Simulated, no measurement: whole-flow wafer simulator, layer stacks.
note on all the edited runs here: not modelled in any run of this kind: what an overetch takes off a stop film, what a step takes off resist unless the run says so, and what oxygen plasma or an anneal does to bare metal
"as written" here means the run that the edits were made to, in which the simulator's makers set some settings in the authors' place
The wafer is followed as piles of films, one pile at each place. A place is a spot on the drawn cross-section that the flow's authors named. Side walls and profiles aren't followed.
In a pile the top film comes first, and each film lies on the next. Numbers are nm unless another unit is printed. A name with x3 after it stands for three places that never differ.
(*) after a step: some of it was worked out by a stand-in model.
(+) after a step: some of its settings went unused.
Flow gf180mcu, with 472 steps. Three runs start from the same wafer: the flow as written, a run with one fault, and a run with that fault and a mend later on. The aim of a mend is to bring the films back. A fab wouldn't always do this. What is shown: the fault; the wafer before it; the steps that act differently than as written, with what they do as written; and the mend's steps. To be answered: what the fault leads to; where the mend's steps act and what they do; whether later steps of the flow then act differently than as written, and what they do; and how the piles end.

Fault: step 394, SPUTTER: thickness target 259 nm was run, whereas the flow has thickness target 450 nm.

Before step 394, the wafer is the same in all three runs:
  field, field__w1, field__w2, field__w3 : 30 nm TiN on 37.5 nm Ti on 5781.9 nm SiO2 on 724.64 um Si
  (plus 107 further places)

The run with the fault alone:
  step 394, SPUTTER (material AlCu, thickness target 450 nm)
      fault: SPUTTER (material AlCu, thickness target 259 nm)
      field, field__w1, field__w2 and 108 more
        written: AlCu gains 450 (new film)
        fault: AlCu gains 259 (new film)
  Later steps of the flow acting differently than as written (1 more step, not shown, differs only slightly: by at most 2% or 0.5 nm, whichever is larger):
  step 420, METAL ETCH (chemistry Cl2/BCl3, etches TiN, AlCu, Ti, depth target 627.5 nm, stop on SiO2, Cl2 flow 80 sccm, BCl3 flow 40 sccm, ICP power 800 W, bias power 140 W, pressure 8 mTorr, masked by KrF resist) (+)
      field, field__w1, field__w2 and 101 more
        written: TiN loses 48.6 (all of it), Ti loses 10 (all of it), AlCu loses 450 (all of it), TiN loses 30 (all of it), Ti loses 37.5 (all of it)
        fault: TiN loses 48.6 (all of it), Ti loses 10 (all of it), AlCu loses 259 (all of it), TiN loses 30 (all of it), Ti loses 37.5 (all of it)
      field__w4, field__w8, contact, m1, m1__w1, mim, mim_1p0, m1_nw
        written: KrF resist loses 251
        fault: KrF resist loses 231
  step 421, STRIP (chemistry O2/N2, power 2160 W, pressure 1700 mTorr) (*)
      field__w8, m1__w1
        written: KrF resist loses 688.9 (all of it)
        fault: KrF resist loses 708.8 (all of it)
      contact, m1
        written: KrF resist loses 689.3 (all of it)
        fault: KrF resist loses 709.3 (all of it)
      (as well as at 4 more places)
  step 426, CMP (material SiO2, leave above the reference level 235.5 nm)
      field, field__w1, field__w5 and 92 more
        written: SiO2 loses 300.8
        fault: SiO2 loses 491.8
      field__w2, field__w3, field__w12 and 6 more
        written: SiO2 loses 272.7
        fault: SiO2 loses 472.4
  By the end, the piles at field, field__w1, field__w2 and 109 more depart from the flow's by more than 2% or 0.5 nm, whichever is larger.
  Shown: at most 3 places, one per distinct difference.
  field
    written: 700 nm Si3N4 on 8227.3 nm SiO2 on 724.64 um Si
    fault: 700 nm Si3N4 on 8036.3 nm SiO2 on 724.64 um Si
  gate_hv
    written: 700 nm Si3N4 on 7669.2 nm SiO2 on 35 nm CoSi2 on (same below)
    fault: 700 nm Si3N4 on 7478.2 nm SiO2 on 35 nm CoSi2 on (same below)
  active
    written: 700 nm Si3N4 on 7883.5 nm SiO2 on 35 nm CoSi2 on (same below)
    fault: 700 nm Si3N4 on 7692.5 nm SiO2 on 35 nm CoSi2 on (same below)

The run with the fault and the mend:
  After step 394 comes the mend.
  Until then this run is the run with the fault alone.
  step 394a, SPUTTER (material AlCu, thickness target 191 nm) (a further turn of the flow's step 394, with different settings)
      field, field__w1, field__w2 and 108 more
        AlCu gains 191
  Every later step of the flow that is run acts as written at every place that is followed.
  By the end, the piles equal the flow's at every place that both follow.
